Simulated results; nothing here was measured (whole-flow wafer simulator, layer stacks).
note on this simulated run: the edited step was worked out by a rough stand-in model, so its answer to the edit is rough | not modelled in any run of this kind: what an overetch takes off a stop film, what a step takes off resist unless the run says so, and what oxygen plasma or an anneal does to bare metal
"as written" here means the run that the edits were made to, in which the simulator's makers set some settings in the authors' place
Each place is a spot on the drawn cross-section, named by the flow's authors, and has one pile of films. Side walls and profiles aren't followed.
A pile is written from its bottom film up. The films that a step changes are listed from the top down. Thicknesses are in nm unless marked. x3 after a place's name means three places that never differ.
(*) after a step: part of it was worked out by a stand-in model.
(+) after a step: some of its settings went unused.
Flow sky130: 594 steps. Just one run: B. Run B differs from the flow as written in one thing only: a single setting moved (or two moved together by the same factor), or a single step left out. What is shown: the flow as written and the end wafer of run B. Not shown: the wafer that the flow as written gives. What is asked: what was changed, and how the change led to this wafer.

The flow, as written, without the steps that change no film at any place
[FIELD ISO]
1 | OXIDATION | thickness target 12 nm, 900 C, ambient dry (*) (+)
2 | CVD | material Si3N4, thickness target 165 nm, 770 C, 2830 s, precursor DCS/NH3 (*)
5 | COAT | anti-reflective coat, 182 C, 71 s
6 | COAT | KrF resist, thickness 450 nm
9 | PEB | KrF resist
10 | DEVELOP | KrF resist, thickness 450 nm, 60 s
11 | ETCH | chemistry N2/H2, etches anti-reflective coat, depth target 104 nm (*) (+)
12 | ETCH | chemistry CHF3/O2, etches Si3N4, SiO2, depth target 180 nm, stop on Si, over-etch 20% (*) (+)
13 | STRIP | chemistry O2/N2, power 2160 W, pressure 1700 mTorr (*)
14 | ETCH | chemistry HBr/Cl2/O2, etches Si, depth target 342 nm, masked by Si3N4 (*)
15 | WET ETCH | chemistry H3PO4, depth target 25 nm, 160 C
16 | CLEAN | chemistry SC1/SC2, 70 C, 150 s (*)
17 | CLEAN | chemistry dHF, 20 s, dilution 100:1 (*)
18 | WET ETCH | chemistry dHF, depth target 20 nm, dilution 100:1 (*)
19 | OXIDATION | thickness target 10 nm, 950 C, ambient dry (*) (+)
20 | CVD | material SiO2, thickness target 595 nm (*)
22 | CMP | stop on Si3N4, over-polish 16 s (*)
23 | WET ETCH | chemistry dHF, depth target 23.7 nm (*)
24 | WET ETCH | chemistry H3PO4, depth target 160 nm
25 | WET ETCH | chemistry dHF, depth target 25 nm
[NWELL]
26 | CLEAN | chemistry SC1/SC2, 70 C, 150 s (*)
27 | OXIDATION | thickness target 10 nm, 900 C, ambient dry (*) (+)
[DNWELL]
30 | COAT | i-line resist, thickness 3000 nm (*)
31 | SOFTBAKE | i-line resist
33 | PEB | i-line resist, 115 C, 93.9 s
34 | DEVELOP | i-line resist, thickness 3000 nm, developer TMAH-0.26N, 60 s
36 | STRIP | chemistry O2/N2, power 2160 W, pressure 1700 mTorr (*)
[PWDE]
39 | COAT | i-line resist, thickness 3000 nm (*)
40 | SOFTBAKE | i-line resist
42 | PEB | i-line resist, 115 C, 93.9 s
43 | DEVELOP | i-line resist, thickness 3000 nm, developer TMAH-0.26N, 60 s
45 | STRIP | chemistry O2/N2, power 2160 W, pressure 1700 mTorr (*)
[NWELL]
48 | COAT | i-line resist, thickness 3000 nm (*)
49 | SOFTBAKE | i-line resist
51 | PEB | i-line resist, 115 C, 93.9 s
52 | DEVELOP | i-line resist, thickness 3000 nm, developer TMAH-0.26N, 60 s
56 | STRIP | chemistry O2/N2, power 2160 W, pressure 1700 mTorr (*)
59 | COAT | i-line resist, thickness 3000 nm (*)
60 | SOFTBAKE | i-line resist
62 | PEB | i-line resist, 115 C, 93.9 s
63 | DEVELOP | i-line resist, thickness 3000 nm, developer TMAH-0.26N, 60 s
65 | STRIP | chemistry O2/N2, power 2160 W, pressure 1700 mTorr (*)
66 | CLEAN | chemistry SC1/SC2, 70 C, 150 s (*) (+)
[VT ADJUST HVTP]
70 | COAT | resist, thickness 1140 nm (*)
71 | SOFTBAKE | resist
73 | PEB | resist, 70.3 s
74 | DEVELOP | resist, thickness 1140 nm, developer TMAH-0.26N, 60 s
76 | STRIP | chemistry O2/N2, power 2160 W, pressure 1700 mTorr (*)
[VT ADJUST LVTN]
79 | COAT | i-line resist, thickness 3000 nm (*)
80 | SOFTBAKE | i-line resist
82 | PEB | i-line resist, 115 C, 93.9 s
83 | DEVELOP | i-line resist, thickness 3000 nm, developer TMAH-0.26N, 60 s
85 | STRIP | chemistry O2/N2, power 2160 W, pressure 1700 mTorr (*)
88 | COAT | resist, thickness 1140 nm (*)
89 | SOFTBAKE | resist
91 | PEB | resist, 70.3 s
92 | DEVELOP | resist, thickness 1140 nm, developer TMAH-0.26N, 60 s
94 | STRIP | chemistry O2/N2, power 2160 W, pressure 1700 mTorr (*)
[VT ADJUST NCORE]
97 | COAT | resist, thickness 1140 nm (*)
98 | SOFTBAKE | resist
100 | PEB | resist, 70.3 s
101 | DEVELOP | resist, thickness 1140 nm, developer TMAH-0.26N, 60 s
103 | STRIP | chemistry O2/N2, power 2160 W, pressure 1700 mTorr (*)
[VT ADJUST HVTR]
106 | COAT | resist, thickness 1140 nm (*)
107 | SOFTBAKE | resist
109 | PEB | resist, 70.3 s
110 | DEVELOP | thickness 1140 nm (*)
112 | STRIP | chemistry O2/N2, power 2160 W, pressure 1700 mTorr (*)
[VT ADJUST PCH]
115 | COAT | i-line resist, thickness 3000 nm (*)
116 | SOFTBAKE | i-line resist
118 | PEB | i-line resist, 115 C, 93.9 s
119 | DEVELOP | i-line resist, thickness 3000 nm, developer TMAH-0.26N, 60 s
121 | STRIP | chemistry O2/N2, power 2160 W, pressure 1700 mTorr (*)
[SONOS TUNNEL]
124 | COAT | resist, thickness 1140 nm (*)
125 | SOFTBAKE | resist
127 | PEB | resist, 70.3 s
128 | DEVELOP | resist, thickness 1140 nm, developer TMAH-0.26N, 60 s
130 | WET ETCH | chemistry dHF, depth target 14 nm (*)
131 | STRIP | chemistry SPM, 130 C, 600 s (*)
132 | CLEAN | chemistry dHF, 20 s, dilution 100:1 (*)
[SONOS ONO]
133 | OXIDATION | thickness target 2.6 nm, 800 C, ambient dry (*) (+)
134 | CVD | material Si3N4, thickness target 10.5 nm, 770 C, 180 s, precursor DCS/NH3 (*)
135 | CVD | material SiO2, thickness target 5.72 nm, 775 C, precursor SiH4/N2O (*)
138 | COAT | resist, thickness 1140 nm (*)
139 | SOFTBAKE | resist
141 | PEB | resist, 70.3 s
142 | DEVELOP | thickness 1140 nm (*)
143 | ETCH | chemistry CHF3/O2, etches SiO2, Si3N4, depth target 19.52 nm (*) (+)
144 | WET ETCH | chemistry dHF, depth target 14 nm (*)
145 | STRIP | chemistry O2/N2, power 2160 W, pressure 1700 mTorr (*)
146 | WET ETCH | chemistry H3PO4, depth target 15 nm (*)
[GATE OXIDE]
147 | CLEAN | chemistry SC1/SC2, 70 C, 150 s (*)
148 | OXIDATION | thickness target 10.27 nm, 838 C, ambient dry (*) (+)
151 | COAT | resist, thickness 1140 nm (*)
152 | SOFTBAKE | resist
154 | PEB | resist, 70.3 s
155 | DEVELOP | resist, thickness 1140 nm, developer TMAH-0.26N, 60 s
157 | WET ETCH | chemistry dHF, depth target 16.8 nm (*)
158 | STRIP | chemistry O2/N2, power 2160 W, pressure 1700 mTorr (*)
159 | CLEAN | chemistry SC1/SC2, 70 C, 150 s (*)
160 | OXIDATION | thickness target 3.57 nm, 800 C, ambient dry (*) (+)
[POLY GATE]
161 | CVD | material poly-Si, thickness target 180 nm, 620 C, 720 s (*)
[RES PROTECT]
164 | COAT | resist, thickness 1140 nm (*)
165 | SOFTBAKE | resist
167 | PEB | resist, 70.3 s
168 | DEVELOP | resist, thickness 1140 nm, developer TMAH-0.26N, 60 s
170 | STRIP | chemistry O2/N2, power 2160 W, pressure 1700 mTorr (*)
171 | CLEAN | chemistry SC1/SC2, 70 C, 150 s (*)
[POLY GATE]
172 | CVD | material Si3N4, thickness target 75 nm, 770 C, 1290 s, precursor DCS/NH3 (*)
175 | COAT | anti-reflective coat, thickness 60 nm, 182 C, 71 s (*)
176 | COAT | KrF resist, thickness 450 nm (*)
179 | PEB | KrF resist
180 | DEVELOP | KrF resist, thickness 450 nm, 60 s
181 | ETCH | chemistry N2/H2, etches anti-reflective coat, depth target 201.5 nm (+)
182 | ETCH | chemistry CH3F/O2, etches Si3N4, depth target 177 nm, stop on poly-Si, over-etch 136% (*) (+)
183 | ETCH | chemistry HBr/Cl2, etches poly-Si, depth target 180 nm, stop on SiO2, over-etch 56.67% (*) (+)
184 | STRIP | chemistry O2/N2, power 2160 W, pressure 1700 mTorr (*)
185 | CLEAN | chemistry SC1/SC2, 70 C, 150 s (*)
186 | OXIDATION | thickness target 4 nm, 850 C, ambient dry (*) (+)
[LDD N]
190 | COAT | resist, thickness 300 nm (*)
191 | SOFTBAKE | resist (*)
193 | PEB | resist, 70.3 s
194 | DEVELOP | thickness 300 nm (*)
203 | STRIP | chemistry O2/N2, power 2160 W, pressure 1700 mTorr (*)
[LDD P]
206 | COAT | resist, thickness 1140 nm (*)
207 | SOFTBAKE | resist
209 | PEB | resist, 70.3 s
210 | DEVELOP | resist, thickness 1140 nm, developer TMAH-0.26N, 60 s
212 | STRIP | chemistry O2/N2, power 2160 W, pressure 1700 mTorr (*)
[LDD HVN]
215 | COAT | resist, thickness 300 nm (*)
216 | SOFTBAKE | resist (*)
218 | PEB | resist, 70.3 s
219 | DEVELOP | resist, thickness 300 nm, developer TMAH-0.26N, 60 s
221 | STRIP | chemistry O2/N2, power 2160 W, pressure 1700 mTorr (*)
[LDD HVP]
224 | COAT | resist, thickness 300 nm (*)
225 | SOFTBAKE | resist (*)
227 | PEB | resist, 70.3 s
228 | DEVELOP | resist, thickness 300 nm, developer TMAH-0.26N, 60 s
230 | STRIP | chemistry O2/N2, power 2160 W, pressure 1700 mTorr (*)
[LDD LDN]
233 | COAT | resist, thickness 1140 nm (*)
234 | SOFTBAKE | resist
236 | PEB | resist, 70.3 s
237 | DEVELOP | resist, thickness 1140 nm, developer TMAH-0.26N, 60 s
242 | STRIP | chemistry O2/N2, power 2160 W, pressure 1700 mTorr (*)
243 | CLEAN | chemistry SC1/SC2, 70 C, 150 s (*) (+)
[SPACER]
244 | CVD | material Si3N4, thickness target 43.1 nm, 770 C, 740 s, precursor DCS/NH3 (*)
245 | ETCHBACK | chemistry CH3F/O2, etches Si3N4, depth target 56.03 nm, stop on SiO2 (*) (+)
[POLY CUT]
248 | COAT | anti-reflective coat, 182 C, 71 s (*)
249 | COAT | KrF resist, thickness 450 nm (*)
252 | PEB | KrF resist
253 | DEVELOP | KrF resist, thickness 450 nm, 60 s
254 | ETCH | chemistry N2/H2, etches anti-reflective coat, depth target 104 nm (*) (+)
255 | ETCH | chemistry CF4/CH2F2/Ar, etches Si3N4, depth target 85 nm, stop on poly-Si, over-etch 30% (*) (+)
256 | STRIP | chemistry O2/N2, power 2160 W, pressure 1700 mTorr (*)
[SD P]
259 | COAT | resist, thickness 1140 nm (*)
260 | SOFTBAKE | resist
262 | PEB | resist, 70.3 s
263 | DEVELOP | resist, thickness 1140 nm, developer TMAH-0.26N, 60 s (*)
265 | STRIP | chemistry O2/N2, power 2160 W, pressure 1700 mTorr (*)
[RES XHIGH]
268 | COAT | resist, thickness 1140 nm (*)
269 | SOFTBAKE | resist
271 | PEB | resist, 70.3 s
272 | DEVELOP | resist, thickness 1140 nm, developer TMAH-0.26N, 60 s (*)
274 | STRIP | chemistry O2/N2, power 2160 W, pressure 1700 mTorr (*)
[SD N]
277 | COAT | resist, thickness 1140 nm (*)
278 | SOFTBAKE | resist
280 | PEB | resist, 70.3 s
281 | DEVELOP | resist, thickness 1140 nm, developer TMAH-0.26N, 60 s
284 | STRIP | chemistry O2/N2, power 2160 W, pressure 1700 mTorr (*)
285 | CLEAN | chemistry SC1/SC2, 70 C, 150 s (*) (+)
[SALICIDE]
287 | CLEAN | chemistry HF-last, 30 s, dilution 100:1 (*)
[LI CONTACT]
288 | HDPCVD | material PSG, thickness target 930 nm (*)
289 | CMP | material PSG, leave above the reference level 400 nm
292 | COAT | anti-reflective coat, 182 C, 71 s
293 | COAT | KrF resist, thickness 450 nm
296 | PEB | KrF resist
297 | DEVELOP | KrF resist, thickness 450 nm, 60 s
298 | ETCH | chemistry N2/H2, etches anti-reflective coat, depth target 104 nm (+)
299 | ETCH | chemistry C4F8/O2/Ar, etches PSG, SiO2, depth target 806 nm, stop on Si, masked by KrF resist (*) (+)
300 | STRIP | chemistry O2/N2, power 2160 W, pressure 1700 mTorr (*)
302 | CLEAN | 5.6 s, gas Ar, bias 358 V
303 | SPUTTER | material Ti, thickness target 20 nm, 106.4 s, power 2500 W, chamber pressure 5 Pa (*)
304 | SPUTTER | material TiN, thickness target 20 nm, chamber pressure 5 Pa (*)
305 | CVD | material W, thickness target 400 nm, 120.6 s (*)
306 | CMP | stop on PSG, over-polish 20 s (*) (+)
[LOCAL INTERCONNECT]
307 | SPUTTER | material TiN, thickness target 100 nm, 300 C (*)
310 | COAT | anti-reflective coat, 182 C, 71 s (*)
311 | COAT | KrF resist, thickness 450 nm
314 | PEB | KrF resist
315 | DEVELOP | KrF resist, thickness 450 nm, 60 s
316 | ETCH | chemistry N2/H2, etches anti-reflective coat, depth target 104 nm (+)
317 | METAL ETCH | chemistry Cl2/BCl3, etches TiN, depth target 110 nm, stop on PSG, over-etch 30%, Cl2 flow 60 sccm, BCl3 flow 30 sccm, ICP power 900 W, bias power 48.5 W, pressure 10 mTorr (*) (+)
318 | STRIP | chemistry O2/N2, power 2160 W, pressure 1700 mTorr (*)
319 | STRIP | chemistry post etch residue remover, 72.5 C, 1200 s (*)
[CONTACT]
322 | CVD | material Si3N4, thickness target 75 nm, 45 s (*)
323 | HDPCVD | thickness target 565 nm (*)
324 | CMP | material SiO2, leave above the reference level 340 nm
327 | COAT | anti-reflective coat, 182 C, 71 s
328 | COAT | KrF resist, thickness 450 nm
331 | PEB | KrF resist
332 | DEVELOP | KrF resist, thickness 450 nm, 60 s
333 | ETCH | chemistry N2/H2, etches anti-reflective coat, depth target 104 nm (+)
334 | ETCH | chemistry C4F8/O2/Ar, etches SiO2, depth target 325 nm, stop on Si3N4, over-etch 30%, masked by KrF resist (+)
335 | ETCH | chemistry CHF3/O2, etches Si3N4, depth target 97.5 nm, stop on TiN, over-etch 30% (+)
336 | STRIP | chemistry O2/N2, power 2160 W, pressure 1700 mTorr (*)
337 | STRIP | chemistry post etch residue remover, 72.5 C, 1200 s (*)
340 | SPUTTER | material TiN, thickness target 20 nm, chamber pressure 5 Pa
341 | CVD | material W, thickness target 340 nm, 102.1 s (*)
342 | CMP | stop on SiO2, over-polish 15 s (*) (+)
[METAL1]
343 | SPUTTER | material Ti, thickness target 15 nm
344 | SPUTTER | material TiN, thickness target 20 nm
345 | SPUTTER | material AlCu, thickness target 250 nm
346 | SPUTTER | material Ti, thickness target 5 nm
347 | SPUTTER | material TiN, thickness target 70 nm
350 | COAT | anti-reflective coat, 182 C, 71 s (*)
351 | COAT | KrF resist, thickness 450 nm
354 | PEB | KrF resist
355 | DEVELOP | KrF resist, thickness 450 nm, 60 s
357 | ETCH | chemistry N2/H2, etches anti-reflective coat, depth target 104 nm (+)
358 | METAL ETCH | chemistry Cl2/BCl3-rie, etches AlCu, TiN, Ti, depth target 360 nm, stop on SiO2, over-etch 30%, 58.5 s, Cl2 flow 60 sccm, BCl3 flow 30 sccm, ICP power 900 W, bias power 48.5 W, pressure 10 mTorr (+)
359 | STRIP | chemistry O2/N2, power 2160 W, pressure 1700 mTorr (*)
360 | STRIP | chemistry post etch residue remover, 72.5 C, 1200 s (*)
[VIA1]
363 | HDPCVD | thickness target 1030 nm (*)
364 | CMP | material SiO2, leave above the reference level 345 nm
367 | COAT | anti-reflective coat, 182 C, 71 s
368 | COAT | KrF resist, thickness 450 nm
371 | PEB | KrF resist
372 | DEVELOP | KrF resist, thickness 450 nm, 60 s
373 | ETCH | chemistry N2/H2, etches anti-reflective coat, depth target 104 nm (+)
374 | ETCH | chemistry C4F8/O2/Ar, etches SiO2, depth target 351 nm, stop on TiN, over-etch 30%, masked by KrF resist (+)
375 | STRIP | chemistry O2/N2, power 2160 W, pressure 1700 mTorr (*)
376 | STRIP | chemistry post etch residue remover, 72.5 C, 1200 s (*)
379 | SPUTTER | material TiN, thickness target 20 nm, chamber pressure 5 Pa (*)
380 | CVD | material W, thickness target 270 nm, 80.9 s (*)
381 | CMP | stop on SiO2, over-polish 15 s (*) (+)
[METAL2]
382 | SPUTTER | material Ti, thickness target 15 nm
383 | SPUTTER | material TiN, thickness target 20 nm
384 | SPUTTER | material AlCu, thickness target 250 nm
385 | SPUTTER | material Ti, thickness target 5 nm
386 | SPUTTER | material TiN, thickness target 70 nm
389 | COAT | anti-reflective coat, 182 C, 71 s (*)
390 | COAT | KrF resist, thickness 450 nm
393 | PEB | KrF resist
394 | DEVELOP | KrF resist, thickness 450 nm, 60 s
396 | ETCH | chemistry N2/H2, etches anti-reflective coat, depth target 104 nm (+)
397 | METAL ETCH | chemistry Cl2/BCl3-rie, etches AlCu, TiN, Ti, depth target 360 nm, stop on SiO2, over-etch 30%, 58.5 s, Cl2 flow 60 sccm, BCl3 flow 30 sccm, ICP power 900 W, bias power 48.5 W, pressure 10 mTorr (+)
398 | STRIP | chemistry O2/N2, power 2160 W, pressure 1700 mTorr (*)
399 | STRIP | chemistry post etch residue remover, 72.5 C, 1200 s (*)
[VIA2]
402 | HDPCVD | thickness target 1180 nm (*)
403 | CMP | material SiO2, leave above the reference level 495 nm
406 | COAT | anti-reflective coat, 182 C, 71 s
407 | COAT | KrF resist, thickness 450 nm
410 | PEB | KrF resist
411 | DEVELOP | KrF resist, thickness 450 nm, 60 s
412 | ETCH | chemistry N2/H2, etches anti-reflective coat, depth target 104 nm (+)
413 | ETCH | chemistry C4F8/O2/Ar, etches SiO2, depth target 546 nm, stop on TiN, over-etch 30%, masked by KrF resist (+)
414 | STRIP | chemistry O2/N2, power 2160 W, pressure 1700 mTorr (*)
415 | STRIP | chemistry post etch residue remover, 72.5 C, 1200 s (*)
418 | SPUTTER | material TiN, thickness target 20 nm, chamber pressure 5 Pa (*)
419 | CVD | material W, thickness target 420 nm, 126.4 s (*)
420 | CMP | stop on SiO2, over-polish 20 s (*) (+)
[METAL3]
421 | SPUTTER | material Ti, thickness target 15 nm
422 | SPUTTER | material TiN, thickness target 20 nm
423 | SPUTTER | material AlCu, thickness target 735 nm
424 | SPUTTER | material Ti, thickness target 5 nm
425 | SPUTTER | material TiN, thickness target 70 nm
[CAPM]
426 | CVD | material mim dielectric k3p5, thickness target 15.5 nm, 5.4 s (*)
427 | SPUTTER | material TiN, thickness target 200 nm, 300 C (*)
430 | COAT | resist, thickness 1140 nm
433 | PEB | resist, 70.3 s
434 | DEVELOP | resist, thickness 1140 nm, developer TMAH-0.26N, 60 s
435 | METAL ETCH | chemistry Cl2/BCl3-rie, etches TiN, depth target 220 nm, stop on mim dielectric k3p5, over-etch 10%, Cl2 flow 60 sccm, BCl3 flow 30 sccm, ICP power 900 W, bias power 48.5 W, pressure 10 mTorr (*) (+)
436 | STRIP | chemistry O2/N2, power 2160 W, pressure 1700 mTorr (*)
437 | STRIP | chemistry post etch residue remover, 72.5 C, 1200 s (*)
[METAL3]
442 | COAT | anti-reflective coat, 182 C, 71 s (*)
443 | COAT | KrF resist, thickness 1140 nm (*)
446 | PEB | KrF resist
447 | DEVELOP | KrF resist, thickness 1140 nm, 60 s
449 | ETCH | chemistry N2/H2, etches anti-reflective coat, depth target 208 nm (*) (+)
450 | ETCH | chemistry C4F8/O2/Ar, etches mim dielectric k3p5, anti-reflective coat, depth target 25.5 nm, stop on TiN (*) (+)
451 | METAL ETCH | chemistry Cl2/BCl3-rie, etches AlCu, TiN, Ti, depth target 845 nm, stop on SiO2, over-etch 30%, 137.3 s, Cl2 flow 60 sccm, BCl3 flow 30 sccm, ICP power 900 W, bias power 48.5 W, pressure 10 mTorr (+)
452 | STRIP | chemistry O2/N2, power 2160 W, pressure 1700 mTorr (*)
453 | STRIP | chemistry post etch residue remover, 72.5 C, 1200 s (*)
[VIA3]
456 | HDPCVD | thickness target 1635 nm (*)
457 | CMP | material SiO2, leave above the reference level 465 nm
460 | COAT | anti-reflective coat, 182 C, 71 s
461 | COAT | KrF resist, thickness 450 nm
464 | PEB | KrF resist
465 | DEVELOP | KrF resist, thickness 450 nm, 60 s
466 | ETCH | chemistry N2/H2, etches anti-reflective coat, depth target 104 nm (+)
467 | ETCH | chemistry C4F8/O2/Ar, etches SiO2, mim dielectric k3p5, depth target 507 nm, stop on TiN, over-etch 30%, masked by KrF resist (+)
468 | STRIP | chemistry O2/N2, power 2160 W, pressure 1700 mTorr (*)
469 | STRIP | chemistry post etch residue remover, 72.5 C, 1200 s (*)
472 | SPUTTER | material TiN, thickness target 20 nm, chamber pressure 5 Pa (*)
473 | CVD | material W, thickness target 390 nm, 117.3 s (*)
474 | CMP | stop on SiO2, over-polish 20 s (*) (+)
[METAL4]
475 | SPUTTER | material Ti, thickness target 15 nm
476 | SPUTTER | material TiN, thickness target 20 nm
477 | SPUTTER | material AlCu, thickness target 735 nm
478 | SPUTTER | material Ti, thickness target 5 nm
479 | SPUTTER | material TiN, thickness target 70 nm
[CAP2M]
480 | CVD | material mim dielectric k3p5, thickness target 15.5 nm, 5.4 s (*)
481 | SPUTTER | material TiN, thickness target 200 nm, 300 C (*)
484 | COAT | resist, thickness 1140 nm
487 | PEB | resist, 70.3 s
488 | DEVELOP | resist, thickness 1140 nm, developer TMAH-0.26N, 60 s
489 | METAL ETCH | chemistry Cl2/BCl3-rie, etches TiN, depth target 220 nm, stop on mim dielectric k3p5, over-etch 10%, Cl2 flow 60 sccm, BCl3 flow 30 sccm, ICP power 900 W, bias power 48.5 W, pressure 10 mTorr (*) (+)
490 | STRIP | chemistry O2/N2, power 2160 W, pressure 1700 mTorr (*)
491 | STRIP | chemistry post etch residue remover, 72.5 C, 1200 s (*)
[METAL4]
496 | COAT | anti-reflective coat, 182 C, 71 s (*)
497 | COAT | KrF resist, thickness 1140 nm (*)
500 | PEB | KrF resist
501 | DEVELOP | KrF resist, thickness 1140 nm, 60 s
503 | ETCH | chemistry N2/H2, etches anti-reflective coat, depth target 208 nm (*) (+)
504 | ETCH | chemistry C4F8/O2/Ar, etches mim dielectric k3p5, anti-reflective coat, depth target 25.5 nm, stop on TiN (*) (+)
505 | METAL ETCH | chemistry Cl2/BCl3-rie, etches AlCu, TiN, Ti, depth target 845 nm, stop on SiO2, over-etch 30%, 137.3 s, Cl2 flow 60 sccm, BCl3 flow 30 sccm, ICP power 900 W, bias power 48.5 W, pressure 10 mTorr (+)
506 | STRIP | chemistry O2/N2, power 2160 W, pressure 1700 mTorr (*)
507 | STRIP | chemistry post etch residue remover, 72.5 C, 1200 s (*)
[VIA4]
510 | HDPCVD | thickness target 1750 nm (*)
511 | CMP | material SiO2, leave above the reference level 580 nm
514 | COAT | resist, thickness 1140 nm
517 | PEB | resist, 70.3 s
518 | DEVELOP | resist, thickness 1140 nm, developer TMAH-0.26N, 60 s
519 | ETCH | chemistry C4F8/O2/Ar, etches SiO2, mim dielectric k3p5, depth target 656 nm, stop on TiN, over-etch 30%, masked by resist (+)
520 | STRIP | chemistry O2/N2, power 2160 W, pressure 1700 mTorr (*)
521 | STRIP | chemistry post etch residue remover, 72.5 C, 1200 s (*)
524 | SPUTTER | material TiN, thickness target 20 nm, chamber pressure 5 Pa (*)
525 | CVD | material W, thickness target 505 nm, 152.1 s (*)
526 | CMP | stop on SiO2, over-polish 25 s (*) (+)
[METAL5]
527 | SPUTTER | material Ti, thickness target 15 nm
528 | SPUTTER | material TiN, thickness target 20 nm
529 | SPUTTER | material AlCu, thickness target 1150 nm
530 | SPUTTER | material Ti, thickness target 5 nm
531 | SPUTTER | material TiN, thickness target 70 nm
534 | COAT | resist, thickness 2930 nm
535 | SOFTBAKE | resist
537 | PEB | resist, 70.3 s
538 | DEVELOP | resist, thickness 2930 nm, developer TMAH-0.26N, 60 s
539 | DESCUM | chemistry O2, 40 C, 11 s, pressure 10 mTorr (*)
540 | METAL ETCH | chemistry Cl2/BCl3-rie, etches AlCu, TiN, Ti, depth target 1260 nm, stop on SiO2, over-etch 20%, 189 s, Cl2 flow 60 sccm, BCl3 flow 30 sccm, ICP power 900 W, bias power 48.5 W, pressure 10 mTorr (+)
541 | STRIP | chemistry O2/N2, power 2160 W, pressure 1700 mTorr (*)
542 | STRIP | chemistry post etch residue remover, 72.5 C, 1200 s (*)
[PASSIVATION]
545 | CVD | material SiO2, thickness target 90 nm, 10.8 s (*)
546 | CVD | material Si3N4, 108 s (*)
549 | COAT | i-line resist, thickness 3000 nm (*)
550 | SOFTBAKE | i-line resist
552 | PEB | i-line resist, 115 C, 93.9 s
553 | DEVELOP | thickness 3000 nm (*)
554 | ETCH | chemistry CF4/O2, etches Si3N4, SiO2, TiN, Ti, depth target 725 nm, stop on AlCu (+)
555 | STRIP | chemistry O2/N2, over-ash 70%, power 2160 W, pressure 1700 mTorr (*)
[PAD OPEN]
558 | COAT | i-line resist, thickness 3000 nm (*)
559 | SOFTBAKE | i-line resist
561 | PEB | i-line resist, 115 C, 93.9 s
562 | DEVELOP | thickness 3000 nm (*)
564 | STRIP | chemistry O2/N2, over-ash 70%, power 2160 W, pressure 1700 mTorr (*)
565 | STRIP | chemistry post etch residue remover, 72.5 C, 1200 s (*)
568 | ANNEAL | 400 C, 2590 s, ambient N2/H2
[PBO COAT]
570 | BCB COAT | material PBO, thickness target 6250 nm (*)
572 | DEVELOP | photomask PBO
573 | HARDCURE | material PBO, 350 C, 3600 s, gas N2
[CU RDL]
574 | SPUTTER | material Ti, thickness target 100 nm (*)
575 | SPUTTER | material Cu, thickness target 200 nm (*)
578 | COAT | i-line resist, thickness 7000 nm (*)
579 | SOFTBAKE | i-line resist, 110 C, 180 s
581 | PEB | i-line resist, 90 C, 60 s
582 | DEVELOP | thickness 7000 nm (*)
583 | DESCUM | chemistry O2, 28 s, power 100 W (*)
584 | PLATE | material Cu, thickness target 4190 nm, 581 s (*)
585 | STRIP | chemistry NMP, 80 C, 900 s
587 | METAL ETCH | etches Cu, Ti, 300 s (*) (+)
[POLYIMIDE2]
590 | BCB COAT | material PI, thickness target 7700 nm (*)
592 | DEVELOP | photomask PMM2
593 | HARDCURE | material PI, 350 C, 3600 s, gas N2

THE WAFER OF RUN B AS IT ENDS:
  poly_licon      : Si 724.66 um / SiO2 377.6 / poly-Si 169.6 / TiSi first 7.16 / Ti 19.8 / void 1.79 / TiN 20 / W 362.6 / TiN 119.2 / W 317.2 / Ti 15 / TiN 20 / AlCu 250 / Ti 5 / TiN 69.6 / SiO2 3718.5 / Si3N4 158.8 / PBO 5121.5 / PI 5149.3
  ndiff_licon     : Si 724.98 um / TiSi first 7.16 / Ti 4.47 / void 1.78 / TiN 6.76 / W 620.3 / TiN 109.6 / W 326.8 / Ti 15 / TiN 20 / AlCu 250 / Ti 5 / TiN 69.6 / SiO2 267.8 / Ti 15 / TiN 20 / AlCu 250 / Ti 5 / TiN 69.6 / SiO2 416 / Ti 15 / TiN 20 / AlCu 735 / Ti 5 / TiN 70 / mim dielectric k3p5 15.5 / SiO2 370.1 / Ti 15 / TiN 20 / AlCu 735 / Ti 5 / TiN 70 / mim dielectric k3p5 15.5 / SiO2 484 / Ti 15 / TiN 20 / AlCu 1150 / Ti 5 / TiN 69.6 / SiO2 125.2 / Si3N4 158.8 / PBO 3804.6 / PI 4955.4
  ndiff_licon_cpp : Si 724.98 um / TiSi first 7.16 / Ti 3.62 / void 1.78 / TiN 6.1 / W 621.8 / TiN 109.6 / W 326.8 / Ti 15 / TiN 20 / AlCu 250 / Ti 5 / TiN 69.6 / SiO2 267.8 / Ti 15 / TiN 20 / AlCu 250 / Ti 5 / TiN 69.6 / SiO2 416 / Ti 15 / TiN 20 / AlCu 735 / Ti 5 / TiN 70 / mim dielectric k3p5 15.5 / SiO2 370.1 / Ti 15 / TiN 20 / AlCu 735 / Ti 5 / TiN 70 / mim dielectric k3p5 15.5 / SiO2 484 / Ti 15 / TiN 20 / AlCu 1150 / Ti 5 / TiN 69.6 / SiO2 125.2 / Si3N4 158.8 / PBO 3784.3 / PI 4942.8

What caused this: step 303, SPUTTER: 127.6 s was run, while the flow as written has 106.4 s.

How this came from the change, step by step:
  303 | SPUTTER | material Ti, thickness target 20 nm, 106.4 s, power 2500 W, chamber pressure 5 Pa (*)
      field, active, n_well and 185 more: Ti gains 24 (new film) (it would be, as written: Ti gains 20 (new film))
      ndiff_licon: Ti gains 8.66 (new film) (it would be, as written: Ti gains 7.24 (new film))
      (as well as at 2 more places)
  306 | CMP | stop on PSG, over-polish 20 s (*) (+)
      field, active, n_well and 184 more: W loses 400 (all of it), TiN loses 20 (all of it), Ti loses 24 (all of it), PSG loses 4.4 (it would be, as written: W loses 400 (all of it), TiN loses 20 (all of it), Ti loses 20 (all of it), PSG loses 4.4)
      poly_licon: W loses 37.4 (it would be, as written: W loses 33.3)
